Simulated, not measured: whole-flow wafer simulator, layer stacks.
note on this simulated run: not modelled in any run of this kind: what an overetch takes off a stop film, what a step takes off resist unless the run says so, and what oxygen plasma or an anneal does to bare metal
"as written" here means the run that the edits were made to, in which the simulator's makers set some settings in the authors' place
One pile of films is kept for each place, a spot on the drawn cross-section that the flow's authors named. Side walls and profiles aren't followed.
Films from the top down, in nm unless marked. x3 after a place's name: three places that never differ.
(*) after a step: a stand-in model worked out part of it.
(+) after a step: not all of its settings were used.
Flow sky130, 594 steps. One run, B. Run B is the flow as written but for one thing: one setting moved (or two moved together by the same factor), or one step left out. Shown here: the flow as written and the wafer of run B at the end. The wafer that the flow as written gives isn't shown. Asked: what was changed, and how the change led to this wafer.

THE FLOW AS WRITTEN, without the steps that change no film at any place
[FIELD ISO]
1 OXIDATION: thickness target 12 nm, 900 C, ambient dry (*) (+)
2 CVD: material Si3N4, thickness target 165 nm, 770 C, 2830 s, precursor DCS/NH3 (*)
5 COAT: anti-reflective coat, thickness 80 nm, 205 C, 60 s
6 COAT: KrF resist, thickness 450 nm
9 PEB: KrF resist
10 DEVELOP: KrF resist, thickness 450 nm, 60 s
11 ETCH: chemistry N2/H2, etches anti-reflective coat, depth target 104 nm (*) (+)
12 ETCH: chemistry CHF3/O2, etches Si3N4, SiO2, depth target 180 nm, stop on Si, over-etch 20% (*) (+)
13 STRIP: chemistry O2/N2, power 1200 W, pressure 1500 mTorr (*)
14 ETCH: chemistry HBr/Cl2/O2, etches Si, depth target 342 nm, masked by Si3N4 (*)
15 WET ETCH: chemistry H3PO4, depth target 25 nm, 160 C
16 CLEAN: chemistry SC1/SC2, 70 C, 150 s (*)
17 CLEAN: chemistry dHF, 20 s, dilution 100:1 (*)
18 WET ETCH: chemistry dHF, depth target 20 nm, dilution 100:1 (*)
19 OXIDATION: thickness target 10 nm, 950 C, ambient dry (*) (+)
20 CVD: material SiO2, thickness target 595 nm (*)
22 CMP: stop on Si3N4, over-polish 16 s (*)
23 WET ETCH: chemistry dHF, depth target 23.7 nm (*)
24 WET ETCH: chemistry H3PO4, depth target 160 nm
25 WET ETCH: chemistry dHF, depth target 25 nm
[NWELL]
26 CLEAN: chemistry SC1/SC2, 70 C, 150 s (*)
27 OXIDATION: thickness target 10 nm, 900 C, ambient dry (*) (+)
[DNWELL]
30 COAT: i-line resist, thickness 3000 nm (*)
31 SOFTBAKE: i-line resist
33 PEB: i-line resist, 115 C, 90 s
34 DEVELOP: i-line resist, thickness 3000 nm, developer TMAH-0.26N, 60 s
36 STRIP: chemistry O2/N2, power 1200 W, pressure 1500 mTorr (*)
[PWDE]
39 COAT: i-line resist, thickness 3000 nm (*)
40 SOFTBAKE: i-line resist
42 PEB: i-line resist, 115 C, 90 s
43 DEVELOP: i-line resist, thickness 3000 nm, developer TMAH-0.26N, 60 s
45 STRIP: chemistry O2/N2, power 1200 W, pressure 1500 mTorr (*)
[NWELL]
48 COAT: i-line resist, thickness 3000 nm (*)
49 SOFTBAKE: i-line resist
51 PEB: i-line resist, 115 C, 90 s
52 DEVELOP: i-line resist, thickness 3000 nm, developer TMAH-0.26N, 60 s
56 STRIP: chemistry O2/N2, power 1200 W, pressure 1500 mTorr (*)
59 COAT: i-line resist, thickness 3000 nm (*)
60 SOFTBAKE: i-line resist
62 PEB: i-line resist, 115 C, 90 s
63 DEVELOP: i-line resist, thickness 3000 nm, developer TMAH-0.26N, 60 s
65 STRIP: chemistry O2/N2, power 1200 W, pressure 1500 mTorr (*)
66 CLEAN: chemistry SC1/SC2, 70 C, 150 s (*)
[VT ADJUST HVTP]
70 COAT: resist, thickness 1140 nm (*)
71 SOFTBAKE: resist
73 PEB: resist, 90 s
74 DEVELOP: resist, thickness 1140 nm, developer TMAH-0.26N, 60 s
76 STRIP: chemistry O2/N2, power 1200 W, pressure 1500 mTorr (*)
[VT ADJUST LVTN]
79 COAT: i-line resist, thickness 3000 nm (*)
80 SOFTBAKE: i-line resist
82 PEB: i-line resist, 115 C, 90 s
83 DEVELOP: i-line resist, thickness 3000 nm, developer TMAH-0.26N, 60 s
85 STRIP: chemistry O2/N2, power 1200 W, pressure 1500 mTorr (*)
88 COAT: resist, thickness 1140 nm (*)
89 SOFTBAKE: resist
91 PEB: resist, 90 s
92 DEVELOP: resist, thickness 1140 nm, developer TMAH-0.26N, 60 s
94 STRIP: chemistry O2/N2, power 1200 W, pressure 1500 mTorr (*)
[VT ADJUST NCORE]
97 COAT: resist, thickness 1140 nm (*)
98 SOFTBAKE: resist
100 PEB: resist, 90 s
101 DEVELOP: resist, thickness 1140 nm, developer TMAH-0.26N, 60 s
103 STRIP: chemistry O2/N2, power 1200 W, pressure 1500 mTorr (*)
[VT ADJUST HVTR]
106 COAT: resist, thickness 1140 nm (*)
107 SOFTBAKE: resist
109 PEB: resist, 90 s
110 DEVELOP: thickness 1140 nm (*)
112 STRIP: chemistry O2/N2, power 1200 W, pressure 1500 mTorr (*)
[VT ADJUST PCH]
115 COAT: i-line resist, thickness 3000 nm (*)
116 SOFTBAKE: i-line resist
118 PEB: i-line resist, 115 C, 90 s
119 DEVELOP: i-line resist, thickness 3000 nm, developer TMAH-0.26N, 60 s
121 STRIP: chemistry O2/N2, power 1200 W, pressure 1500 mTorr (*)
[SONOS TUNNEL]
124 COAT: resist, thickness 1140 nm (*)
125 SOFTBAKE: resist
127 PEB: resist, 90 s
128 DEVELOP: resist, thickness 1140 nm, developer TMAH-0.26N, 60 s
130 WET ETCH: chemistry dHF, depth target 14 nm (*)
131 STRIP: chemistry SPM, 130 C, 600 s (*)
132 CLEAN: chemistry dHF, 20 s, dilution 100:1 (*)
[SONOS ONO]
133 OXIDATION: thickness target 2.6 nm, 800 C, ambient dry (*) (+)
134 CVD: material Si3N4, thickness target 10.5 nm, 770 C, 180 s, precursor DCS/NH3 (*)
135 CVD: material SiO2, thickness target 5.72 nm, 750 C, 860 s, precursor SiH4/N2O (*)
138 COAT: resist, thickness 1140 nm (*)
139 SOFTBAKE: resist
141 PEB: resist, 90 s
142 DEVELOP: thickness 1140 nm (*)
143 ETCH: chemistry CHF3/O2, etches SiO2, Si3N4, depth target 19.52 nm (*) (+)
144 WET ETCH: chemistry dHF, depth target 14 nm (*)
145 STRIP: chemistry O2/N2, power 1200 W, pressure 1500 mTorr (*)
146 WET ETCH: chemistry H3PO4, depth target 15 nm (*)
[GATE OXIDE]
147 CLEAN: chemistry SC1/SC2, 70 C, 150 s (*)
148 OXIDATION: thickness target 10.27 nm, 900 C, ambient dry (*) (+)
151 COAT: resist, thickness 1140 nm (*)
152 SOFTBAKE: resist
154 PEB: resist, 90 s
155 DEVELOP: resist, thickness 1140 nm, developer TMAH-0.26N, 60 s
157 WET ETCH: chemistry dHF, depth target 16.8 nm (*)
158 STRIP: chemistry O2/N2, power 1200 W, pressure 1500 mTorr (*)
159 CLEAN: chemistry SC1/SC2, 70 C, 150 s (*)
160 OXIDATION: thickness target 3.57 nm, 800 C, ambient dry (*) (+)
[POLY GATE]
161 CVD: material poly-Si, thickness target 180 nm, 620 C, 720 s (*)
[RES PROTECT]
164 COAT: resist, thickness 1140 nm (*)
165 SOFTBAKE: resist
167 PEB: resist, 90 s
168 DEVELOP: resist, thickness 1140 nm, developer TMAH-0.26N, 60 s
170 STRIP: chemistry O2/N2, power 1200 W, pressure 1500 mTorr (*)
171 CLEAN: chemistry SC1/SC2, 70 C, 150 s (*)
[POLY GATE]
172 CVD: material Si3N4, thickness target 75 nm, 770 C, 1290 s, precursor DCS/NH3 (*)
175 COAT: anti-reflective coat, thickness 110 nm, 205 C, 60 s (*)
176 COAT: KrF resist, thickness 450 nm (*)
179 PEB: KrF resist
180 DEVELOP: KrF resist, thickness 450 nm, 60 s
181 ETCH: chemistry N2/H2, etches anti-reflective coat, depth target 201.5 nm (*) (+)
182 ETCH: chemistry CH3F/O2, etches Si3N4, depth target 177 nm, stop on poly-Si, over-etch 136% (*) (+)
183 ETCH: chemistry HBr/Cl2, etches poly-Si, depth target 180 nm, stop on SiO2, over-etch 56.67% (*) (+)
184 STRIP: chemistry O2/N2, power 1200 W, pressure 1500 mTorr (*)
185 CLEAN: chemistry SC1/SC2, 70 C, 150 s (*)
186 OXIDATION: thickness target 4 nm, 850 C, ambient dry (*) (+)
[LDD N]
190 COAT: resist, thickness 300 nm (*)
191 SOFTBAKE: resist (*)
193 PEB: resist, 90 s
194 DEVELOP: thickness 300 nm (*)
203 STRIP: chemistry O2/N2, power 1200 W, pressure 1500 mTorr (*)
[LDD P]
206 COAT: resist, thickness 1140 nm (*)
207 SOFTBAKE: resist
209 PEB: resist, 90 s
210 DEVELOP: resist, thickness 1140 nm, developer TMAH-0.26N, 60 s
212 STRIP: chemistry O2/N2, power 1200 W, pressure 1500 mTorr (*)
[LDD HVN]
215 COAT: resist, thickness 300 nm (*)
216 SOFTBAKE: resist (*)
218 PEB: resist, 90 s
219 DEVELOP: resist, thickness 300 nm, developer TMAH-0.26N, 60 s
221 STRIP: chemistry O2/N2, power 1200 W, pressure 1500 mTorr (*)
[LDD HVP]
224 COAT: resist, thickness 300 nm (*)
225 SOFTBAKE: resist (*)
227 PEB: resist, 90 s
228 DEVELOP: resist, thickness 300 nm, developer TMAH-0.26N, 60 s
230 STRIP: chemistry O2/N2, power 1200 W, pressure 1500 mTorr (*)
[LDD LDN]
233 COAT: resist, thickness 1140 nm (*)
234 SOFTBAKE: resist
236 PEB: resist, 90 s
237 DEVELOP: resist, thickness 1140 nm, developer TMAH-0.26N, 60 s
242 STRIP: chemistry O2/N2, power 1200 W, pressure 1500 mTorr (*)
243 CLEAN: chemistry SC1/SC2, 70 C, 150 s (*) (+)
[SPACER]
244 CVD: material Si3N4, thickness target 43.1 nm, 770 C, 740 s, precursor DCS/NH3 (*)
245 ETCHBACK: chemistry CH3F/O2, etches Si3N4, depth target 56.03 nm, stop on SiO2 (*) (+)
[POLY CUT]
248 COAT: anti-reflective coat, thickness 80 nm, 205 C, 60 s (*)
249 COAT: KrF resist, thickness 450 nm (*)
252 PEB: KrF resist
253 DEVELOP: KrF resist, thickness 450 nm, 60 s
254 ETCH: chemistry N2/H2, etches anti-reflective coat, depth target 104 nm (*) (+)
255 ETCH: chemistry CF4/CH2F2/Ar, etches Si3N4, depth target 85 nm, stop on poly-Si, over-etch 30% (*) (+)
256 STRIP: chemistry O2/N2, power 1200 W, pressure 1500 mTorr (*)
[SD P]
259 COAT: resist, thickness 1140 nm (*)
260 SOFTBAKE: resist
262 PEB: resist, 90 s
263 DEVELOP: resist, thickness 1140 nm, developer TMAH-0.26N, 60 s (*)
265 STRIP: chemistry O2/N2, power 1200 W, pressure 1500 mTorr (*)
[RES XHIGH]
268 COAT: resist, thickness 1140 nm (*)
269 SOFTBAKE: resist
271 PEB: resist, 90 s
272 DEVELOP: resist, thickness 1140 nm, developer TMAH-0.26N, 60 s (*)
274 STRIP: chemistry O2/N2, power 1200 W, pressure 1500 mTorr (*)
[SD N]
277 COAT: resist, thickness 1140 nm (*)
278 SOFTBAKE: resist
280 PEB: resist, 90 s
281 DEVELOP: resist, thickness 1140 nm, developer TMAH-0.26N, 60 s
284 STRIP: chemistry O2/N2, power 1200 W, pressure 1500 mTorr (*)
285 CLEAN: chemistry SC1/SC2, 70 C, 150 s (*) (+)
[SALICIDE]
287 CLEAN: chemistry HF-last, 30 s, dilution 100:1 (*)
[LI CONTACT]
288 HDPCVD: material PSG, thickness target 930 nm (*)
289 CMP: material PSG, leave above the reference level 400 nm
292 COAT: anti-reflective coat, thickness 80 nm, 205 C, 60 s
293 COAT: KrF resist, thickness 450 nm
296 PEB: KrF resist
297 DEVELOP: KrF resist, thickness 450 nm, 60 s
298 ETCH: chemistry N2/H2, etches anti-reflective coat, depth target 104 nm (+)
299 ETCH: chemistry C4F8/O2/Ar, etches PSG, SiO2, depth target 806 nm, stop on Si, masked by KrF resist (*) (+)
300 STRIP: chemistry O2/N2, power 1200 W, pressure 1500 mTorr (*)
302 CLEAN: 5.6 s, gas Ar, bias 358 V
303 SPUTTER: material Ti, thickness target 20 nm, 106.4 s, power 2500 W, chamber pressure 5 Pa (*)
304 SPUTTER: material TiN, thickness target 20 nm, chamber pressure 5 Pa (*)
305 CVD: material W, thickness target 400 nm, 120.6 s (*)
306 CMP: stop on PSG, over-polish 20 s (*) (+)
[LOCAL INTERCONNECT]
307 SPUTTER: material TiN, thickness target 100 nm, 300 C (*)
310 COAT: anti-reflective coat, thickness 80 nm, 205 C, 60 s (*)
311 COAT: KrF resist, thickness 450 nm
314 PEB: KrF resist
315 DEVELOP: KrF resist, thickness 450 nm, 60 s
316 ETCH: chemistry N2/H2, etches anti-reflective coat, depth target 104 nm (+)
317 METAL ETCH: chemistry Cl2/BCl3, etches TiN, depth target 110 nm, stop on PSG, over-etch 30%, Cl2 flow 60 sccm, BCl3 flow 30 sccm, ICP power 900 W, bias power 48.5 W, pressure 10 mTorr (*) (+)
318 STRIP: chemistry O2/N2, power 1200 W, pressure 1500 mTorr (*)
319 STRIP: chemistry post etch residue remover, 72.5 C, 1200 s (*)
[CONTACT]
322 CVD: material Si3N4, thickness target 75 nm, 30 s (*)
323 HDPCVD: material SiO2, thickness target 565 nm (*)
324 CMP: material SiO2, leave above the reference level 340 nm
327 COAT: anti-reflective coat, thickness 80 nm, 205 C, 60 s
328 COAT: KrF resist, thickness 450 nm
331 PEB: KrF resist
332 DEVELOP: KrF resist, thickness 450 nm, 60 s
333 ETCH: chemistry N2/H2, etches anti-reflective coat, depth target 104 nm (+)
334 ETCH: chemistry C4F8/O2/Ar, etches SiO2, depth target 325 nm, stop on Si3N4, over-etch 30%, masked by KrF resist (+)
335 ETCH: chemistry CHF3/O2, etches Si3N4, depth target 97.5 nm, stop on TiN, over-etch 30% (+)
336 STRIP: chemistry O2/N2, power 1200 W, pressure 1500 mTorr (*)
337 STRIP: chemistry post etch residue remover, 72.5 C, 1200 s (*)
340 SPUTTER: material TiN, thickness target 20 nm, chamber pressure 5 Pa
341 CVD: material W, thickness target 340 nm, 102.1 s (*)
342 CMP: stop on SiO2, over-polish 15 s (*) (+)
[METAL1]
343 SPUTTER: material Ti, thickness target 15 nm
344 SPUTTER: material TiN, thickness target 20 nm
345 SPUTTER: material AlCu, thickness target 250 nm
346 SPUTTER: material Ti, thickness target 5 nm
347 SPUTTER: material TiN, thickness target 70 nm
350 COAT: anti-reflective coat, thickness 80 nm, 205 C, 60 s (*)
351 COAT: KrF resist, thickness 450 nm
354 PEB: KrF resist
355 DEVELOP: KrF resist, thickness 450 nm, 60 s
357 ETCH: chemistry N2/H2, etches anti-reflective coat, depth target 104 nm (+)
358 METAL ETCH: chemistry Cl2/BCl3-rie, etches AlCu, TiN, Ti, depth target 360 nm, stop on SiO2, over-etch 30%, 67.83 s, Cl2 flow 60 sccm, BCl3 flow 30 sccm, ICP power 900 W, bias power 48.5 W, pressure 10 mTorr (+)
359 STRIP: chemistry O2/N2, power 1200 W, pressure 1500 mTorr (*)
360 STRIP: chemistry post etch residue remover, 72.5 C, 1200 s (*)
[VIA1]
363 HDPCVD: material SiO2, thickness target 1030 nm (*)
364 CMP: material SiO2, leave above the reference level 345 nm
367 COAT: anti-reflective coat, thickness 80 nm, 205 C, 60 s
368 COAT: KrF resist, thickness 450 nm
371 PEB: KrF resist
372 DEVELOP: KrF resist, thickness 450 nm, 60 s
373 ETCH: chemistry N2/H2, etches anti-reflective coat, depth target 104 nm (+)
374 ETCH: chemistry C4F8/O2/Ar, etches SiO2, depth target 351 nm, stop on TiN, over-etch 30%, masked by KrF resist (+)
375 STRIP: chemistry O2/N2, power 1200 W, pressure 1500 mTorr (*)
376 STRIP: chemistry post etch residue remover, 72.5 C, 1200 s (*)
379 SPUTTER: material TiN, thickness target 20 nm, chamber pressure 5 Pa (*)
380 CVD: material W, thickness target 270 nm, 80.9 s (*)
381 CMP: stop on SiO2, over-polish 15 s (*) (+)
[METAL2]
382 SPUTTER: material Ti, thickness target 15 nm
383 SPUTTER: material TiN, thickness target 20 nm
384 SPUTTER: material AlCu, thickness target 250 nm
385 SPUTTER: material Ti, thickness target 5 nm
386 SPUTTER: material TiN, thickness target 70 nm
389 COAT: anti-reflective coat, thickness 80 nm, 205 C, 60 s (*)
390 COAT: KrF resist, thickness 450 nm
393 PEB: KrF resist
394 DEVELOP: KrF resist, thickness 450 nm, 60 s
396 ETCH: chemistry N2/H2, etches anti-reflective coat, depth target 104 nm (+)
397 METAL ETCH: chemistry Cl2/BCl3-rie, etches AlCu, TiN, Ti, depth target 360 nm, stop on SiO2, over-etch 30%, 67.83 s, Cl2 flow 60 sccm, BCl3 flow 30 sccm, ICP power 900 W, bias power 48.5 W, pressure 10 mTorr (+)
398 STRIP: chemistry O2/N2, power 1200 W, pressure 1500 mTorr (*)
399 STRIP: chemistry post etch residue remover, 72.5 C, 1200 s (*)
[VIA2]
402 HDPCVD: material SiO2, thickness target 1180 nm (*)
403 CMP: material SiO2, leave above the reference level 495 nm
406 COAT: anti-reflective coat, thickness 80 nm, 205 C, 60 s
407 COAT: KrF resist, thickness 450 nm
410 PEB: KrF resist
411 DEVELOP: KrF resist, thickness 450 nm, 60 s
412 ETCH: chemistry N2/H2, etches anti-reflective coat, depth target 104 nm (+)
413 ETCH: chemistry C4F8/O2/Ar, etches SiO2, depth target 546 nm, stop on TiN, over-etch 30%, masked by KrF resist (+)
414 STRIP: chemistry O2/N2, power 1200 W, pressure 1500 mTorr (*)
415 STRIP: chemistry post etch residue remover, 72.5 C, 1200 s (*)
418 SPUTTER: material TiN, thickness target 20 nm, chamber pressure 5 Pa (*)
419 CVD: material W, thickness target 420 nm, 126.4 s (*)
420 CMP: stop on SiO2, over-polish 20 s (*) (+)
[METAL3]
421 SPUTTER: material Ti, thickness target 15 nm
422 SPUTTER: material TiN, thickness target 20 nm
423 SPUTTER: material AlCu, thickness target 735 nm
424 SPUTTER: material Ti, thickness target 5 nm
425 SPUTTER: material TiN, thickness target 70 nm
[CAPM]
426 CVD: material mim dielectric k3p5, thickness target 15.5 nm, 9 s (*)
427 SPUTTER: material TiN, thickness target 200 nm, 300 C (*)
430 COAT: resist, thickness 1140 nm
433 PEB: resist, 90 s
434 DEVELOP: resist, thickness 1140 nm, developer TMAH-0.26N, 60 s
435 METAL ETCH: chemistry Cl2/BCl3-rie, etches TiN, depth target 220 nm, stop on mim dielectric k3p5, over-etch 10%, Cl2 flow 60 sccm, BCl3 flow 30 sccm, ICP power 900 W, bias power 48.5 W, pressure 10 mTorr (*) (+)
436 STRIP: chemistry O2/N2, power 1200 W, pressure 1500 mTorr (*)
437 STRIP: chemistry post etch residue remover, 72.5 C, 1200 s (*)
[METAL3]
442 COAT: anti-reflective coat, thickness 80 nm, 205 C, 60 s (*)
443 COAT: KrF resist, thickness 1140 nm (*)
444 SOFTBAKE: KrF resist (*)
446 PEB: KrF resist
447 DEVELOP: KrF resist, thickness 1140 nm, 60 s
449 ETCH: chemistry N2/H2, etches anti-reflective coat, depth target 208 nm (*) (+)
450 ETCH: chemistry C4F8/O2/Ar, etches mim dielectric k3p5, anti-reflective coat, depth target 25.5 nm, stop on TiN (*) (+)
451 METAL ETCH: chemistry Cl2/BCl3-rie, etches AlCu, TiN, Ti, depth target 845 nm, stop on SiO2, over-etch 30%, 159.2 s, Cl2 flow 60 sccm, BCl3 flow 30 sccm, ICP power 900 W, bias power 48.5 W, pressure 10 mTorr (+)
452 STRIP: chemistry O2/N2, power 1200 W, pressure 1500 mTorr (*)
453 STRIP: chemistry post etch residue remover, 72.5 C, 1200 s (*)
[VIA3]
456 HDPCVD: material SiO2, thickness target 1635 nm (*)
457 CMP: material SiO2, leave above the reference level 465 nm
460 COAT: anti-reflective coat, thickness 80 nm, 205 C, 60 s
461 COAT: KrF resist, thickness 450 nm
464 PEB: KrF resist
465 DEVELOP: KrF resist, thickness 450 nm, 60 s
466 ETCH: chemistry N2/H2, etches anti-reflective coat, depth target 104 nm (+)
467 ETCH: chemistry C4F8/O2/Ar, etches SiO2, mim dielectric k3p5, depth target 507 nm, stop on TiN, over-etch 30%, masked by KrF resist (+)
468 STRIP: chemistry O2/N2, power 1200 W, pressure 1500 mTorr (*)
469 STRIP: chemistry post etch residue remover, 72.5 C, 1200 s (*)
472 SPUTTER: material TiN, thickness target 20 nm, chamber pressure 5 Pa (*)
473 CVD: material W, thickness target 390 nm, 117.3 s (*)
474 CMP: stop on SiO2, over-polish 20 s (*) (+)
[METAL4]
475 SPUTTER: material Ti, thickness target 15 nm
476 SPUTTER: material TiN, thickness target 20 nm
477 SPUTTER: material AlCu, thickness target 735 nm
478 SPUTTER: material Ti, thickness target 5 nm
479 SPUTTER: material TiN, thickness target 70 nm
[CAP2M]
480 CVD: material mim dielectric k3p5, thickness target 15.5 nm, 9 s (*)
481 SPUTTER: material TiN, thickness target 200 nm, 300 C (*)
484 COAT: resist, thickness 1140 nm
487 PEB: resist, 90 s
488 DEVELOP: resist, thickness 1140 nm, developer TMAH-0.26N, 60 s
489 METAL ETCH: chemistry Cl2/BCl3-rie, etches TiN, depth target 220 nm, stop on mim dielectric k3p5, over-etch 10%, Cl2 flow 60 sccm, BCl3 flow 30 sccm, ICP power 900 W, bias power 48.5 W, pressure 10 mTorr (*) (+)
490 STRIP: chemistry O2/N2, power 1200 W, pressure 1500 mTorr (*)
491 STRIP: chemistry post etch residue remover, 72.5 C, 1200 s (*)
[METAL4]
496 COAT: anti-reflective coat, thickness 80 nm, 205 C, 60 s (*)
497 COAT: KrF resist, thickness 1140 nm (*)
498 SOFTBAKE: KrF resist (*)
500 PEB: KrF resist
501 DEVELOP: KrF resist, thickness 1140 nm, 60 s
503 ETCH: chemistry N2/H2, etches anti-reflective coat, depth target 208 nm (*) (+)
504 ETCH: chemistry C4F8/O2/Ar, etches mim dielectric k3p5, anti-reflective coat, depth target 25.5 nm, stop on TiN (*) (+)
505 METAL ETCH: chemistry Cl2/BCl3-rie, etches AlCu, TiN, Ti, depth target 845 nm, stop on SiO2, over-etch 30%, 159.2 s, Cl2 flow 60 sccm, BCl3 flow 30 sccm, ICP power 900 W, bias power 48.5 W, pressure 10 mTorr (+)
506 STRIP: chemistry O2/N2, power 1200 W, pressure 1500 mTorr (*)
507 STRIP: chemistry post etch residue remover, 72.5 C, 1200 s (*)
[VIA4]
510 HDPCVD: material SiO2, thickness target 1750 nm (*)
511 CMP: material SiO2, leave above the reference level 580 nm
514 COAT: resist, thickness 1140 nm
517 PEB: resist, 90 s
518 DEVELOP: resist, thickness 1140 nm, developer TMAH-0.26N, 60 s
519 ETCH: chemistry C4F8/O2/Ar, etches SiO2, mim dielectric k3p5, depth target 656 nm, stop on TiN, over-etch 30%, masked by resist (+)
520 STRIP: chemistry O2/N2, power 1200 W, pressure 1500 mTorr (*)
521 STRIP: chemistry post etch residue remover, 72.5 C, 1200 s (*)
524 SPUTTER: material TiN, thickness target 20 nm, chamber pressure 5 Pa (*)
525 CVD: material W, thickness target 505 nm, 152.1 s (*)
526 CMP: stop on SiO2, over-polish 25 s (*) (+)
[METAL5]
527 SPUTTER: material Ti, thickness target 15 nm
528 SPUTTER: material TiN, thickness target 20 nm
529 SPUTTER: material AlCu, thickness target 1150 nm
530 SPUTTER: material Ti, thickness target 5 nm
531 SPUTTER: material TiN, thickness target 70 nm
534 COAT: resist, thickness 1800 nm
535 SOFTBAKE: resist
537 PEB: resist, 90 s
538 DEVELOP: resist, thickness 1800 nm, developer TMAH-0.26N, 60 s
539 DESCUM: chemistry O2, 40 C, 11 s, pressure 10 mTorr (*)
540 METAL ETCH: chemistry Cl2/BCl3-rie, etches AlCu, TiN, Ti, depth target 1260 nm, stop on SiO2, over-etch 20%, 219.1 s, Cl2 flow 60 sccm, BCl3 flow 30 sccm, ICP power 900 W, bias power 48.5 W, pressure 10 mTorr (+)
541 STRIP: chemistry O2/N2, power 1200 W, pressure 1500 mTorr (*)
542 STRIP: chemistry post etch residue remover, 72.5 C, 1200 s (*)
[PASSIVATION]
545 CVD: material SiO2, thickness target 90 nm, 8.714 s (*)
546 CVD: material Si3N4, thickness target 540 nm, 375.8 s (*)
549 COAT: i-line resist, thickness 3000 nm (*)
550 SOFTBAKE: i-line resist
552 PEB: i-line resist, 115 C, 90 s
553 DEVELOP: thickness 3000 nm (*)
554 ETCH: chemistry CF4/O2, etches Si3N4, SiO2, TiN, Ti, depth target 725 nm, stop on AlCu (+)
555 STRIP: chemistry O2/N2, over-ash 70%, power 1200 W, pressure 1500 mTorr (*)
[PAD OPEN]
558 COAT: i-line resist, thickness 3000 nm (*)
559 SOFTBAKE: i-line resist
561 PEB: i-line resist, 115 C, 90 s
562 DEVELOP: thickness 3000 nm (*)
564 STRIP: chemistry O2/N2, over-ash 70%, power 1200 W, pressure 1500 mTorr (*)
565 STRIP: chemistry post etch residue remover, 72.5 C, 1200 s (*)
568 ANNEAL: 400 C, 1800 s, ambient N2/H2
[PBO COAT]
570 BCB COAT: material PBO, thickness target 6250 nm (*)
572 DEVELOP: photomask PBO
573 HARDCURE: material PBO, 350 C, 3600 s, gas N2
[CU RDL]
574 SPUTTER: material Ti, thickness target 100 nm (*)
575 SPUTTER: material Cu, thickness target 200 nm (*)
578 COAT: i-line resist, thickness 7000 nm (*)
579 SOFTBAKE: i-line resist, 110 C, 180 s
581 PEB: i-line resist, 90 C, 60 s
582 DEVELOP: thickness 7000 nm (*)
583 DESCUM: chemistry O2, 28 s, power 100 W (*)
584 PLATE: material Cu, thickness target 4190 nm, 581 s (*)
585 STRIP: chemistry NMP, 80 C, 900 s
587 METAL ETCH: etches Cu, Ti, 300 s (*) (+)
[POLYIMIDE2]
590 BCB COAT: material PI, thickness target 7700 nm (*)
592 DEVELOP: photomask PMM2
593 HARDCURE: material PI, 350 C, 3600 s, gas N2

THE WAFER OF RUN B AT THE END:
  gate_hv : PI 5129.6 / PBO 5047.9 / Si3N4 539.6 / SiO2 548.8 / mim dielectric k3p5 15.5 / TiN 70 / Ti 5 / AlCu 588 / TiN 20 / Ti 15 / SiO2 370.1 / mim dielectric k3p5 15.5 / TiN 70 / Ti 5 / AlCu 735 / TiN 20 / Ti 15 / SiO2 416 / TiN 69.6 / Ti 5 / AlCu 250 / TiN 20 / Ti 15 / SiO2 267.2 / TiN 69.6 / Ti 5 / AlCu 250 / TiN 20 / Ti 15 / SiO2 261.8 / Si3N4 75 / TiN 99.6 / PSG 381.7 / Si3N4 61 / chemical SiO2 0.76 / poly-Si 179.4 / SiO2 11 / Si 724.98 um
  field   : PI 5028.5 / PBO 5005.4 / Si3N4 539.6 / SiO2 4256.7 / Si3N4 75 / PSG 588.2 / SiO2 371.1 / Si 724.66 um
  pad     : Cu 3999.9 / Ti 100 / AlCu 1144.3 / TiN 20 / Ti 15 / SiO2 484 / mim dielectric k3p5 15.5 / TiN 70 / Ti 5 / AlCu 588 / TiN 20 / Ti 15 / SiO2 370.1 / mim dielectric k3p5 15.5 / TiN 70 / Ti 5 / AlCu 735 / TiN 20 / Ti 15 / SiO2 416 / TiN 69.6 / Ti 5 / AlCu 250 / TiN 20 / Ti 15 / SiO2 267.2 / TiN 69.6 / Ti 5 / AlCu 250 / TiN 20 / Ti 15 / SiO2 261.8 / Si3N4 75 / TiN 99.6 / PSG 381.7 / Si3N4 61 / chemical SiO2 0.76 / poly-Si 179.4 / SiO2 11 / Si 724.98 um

The cause: step 477, SPUTTER: thickness target 588 nm was run, where the flow has thickness target 735 nm.
It can be read off the wafer: gate_hv has AlCu 588, and step 477 as written asks for 735 nm.

How the change led to this, step by step:
  477 SPUTTER: material AlCu, thickness target 735 nm
      field, active, n_well and 189 more: AlCu +588 (new film) (as written it would be: AlCu +735 (new film))
  505 METAL ETCH: chemistry Cl2/BCl3-rie, etches AlCu, TiN, Ti, depth target 845 nm, stop on SiO2, over-etch 30%, 159.2 s, Cl2 flow 60 sccm, BCl3 flow 30 sccm, ICP power 900 W, bias power 48.5 W, pressure 10 mTorr (+)
      field, active, gate and 70 more: TiN -70 (all of it), Ti -5 (all of it), AlCu -588 (all of it), TiN -20 (all of it), Ti -15 (all of it), SiO2 -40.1 (as written it would be: TiN -70 (all of it), Ti -5 (all of it), AlCu -735 (all of it), TiN -20 (all of it), Ti -15 (all of it), SiO2 -25.4)
      vpp_iso1, mim_edge_plate, m1_ln and 11 more: TiN -70 (all of it), Ti -5 (all of it), AlCu -588 (all of it), TiN -20 (all of it), Ti -15 (all of it), SiO2 -40.1 (as written it would be: TiN -70 (all of it), Ti -5 (all of it), AlCu -735 (all of it), TiN -20 (all of it), Ti -15 (all of it), SiO2 -25.3)
      (and at 1 more place)
  511 CMP: material SiO2, leave above the reference level 580 nm
      field, active, gate and 62 more: SiO2 -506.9 (as written it would be: SiO2 -374.7)
      vpp_ln, vpp_iso2, mim_edge_plate and 11 more: SiO2 -507 (as written it would be: SiO2 -374.7)
      (and at 9 more places)
